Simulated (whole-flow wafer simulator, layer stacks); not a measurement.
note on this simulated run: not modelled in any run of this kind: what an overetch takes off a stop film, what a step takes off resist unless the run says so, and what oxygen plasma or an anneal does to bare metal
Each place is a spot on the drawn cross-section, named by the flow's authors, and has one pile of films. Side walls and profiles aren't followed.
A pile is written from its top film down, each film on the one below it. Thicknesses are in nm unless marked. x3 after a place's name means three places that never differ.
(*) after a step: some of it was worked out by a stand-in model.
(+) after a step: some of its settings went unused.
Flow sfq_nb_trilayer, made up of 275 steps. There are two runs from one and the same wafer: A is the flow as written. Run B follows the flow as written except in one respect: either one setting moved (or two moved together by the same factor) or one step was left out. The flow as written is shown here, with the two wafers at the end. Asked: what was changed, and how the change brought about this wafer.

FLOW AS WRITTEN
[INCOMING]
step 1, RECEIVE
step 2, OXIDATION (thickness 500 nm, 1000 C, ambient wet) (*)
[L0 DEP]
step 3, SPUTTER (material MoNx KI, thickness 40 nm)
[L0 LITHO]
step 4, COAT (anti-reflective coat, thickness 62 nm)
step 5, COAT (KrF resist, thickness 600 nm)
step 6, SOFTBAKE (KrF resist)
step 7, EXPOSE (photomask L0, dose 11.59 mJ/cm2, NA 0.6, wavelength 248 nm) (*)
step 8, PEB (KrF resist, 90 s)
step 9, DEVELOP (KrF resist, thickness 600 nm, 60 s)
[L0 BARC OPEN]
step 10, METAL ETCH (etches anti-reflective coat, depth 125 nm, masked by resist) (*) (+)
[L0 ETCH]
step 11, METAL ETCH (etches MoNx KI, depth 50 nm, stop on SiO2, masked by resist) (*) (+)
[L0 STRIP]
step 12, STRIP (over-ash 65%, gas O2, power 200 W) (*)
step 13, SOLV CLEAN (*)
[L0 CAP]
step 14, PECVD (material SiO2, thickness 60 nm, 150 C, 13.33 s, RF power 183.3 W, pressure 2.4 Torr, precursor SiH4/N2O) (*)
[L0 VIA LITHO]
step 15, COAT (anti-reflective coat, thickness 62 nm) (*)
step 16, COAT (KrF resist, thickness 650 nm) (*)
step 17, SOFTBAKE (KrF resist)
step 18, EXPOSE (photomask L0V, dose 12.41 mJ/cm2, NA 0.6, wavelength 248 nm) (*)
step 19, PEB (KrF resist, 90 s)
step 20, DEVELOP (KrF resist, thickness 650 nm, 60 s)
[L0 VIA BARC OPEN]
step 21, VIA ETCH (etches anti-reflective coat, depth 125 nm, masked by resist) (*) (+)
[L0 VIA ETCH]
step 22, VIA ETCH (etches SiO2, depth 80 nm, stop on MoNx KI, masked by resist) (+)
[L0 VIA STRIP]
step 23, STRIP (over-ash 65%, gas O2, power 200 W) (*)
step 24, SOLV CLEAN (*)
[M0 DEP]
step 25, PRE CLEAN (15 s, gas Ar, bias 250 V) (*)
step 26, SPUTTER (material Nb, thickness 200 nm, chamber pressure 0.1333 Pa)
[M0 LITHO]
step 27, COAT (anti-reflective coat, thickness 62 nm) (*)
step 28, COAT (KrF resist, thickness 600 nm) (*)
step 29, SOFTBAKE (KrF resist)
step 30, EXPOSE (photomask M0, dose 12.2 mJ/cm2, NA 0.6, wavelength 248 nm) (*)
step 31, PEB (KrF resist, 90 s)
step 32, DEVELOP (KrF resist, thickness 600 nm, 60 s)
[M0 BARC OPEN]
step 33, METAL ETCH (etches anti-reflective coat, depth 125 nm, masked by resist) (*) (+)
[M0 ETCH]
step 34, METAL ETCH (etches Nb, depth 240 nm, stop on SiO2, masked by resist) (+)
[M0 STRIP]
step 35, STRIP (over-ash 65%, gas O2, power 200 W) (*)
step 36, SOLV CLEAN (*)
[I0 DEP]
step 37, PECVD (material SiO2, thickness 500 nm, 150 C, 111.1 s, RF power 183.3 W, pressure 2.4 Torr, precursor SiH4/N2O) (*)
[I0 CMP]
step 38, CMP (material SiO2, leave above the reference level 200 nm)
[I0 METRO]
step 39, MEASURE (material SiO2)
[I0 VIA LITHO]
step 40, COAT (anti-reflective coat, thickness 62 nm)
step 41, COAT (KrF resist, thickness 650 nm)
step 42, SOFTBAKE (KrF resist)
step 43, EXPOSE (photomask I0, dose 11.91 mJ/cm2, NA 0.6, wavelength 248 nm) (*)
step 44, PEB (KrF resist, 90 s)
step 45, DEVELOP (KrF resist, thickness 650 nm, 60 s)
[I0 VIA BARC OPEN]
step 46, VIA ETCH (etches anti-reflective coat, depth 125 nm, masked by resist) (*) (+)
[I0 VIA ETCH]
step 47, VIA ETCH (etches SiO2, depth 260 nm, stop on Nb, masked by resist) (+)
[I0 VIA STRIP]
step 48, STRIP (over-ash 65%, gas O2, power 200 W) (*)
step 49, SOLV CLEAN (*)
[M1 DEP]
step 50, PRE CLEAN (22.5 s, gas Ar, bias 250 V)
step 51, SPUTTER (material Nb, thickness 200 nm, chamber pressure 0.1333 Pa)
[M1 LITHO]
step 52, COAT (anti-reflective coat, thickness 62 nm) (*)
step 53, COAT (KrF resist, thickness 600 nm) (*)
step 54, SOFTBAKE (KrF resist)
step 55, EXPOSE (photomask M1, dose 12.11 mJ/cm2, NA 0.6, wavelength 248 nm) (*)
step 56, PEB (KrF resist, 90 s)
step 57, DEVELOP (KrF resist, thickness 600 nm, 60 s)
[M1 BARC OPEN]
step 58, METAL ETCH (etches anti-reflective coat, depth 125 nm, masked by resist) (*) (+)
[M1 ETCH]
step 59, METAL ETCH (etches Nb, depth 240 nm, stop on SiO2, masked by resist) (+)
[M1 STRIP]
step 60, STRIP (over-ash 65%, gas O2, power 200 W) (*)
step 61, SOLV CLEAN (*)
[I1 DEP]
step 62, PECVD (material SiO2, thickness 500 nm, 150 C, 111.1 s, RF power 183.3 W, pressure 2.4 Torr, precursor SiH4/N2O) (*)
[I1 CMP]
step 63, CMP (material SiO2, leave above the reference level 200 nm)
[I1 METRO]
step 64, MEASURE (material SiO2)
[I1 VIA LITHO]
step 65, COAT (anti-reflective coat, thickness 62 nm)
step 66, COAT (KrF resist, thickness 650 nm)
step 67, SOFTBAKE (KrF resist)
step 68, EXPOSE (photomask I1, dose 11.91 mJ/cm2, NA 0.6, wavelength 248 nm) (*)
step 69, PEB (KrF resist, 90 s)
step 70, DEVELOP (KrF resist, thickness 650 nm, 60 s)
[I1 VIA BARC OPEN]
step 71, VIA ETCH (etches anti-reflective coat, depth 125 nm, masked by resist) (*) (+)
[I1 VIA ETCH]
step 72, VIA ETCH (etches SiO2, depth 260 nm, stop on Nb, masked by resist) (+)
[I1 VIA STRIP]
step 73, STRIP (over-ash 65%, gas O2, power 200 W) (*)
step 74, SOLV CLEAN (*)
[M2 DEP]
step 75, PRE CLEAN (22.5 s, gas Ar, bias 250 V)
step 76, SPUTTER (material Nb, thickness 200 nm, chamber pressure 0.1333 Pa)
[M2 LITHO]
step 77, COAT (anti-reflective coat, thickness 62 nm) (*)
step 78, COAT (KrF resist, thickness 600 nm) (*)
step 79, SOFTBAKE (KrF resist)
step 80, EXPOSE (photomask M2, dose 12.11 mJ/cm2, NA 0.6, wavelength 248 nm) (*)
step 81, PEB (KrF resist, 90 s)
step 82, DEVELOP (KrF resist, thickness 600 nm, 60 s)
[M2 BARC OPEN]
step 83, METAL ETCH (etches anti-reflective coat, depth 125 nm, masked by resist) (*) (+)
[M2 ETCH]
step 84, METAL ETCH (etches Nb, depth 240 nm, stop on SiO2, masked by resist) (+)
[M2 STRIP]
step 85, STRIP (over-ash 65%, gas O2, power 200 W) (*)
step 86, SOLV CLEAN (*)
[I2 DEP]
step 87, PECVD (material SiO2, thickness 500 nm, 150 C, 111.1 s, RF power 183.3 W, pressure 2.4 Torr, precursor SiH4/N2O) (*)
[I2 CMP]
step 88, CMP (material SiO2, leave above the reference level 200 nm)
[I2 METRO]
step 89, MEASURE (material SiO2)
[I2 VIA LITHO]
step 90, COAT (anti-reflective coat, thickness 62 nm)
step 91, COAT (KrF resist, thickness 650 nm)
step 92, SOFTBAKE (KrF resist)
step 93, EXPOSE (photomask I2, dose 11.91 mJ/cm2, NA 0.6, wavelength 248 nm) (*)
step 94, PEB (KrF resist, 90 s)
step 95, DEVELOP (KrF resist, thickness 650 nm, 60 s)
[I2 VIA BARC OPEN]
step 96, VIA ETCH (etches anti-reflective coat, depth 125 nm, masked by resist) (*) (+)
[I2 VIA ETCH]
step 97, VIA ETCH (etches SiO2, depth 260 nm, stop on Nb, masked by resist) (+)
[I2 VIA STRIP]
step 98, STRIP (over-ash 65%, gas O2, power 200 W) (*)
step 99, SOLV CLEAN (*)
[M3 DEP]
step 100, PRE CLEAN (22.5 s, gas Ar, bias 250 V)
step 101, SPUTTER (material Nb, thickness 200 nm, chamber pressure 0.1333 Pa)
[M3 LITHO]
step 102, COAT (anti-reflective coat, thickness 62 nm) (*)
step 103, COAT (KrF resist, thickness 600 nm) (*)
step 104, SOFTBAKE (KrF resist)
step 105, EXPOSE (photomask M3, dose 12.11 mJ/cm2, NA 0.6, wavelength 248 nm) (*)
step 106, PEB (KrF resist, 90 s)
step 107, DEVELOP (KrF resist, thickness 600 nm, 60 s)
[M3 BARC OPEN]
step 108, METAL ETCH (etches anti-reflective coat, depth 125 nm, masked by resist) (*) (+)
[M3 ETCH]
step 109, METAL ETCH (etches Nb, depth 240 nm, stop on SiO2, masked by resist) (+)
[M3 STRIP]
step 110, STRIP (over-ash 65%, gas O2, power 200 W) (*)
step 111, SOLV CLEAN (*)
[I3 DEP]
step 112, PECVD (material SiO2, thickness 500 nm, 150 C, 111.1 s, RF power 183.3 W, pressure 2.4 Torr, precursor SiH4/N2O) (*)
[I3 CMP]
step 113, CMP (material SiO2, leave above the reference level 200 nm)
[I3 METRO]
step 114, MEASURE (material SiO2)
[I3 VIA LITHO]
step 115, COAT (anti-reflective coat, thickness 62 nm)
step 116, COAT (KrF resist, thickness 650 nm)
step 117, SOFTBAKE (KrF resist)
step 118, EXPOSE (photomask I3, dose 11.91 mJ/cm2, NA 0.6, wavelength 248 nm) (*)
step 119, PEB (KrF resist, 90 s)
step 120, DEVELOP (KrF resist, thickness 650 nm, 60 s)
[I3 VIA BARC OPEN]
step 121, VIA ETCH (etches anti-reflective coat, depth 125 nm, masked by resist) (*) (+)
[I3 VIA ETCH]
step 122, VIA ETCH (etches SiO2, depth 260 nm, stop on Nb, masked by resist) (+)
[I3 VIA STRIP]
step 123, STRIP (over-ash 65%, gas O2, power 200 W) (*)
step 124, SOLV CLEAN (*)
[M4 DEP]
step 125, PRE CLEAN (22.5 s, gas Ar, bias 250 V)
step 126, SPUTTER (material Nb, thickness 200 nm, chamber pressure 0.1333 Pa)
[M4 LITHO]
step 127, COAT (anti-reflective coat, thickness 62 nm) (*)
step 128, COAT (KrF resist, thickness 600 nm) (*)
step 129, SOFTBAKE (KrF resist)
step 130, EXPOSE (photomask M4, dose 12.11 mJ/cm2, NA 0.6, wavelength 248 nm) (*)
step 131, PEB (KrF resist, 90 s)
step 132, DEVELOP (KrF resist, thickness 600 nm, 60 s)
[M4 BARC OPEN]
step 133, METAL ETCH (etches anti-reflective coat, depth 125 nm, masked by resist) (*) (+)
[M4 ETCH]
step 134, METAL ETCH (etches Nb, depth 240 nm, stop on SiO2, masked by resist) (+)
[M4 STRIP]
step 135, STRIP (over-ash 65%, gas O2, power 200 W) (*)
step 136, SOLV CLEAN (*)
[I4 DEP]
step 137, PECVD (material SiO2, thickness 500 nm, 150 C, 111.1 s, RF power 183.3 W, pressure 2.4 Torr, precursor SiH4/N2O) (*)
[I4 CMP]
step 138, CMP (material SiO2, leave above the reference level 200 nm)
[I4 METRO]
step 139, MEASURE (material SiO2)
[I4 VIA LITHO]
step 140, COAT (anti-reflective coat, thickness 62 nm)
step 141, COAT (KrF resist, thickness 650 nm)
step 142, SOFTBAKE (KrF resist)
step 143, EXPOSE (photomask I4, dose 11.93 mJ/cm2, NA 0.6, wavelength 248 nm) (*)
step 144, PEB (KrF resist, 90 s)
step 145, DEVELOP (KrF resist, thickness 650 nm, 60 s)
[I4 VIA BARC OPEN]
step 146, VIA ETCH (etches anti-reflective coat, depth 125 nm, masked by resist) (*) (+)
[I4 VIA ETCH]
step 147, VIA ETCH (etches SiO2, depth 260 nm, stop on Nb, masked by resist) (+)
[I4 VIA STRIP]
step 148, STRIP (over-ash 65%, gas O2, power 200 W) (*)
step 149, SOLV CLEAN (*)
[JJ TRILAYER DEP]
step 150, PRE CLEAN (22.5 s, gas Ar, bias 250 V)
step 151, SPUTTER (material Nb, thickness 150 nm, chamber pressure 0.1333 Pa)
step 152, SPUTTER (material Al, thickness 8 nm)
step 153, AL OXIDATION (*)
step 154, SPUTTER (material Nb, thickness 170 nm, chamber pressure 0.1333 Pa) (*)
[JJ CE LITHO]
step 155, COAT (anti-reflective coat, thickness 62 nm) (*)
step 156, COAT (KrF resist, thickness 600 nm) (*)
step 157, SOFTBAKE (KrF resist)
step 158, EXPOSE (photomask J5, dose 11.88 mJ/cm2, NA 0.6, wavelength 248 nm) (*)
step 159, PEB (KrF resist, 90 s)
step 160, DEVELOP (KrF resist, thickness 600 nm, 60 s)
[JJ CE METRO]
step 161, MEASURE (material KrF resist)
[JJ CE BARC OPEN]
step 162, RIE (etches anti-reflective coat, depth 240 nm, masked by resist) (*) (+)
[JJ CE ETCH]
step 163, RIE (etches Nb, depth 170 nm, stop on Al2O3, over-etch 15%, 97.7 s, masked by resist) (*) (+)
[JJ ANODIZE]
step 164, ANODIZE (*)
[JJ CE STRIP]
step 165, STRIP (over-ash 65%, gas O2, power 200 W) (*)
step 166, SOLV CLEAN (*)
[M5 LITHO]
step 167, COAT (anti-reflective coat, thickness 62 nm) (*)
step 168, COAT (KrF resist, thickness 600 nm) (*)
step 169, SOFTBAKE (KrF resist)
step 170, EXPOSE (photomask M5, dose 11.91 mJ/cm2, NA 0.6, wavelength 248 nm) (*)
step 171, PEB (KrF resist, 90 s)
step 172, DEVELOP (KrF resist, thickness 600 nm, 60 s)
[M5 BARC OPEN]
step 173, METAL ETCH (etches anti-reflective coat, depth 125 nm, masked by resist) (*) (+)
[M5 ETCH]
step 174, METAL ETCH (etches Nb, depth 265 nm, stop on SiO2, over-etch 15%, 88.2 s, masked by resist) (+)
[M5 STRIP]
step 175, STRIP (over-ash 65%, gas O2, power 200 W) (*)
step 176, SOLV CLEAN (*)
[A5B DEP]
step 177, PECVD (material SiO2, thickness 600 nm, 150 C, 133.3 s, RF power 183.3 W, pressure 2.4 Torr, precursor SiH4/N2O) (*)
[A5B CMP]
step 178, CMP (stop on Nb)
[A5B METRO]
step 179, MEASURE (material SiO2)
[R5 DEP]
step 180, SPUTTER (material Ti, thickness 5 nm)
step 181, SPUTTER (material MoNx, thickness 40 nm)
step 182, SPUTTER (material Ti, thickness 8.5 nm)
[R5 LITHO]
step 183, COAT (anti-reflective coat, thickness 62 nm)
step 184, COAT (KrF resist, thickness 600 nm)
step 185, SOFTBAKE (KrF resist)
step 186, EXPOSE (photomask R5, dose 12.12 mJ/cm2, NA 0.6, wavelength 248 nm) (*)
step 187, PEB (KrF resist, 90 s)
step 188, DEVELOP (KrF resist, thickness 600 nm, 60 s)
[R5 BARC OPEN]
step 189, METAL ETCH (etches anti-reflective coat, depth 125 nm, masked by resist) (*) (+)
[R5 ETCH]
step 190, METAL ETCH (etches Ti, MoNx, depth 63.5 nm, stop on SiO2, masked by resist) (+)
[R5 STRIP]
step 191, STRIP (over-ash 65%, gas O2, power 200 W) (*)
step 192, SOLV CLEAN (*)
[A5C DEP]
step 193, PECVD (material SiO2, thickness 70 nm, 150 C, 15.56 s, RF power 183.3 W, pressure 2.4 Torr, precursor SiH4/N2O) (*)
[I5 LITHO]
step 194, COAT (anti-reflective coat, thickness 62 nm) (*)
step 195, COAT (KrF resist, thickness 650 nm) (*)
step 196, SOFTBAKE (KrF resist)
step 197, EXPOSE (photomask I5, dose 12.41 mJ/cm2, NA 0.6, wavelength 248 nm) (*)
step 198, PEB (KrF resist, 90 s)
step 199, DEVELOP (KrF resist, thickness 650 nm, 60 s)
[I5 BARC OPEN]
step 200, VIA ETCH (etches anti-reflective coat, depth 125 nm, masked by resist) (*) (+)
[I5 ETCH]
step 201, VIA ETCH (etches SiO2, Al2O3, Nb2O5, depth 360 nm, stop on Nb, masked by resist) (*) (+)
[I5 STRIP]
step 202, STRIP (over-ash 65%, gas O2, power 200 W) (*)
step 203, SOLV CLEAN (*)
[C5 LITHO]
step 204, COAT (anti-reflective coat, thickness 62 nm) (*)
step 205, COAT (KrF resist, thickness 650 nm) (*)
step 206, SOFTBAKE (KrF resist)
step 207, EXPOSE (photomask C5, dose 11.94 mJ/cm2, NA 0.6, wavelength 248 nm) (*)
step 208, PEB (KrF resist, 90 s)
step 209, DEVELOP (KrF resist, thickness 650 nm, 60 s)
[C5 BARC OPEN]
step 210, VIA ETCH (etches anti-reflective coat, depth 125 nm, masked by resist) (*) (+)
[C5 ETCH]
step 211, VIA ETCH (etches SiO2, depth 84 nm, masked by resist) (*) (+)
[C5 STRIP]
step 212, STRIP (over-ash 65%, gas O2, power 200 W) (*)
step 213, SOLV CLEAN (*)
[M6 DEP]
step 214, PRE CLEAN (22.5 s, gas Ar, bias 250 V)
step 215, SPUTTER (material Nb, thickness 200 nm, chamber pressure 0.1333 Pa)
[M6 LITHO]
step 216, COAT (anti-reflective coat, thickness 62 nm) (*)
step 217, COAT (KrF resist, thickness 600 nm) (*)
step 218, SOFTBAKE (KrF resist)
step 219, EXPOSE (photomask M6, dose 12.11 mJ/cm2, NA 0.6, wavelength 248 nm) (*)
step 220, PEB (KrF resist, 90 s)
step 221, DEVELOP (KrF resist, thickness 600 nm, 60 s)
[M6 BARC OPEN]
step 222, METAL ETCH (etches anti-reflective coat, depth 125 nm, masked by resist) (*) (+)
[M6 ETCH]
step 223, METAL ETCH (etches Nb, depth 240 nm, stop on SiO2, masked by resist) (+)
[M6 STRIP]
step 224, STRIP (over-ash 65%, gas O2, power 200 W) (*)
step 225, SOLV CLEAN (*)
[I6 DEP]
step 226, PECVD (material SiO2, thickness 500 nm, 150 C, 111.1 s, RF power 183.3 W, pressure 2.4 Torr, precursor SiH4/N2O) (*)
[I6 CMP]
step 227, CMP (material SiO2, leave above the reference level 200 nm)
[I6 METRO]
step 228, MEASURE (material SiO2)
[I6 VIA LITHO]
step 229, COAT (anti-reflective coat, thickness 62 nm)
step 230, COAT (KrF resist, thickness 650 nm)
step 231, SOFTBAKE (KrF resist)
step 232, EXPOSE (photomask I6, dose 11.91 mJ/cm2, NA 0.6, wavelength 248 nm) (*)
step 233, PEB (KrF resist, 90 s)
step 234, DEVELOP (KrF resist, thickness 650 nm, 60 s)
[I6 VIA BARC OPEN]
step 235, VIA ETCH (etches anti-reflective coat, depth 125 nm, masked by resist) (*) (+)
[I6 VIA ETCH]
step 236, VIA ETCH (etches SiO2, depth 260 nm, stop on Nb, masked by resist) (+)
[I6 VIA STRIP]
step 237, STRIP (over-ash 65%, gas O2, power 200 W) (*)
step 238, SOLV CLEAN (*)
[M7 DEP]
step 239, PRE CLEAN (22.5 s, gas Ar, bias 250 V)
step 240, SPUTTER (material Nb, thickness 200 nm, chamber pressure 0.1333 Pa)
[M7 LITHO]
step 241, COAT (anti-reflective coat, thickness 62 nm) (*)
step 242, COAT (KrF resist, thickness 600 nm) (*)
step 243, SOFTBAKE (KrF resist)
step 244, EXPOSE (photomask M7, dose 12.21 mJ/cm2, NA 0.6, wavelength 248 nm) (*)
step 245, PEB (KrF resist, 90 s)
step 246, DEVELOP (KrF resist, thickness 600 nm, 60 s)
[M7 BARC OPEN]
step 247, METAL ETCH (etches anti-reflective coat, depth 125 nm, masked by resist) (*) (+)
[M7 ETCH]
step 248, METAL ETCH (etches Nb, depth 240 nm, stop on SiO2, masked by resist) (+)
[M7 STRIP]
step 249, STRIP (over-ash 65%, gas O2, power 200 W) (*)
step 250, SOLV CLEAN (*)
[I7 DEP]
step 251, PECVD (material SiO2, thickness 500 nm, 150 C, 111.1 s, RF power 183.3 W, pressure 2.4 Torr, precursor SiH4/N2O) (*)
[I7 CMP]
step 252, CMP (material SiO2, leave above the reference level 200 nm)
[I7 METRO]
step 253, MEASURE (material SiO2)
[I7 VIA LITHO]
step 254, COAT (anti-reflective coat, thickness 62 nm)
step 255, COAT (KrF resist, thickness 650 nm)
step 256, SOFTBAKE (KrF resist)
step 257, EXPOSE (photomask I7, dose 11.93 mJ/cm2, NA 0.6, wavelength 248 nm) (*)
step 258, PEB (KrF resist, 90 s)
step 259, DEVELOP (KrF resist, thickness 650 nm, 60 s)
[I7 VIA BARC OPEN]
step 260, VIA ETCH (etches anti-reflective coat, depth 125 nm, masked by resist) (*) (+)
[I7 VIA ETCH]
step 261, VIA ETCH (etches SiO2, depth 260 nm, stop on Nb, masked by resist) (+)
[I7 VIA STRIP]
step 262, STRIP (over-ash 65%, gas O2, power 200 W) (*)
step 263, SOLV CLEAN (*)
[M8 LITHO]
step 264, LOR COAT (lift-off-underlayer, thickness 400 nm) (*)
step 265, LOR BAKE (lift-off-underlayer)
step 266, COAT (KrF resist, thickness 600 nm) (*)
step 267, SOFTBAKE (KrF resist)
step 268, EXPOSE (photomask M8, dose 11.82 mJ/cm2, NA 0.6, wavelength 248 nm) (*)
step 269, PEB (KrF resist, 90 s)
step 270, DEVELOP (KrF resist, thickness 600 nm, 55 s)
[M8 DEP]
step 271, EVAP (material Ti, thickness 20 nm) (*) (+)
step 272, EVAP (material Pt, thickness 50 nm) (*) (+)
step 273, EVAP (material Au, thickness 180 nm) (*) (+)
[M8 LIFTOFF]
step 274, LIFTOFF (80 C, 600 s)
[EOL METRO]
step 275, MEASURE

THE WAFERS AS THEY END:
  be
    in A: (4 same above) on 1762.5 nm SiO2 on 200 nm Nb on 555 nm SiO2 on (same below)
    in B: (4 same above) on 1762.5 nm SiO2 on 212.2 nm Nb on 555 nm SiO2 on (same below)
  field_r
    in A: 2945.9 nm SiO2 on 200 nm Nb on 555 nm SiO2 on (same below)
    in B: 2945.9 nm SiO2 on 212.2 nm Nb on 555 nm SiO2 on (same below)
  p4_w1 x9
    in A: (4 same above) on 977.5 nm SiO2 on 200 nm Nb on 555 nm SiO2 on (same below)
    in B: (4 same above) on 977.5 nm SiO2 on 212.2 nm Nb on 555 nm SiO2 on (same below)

Cause: step 26, SPUTTER: thickness 212.2 nm was run, while the flow as written has thickness 200 nm.
The wafer itself shows it: be has Nb 212.2, and step 26 as written asks for 200 nm.

The path from the change to this, step by step:
  step 26, SPUTTER (material Nb, thickness 200 nm, chamber pressure 0.1333 Pa)
      field_l, v_sur, via_wl and 102 more: A +200 Nb (new film) | B +212.2 Nb (new film)
      l0v: A +195.7 Nb (new film) | B +207.9 Nb (new film)
  step 34, METAL ETCH (etches Nb, depth 240 nm, stop on SiO2, masked by resist) (+)
      moat, m0r_space_l x2: A -200 Nb (all of it) | B -212.2 Nb (all of it)
  step 37, PECVD (material SiO2, thickness 500 nm, 150 C, 111.1 s, RF power 183.3 W, pressure 2.4 Torr, precursor SiH4/N2O) (*)
      moat, m0r_space_l x2: A +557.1 SiO2 | B +569.3 SiO2
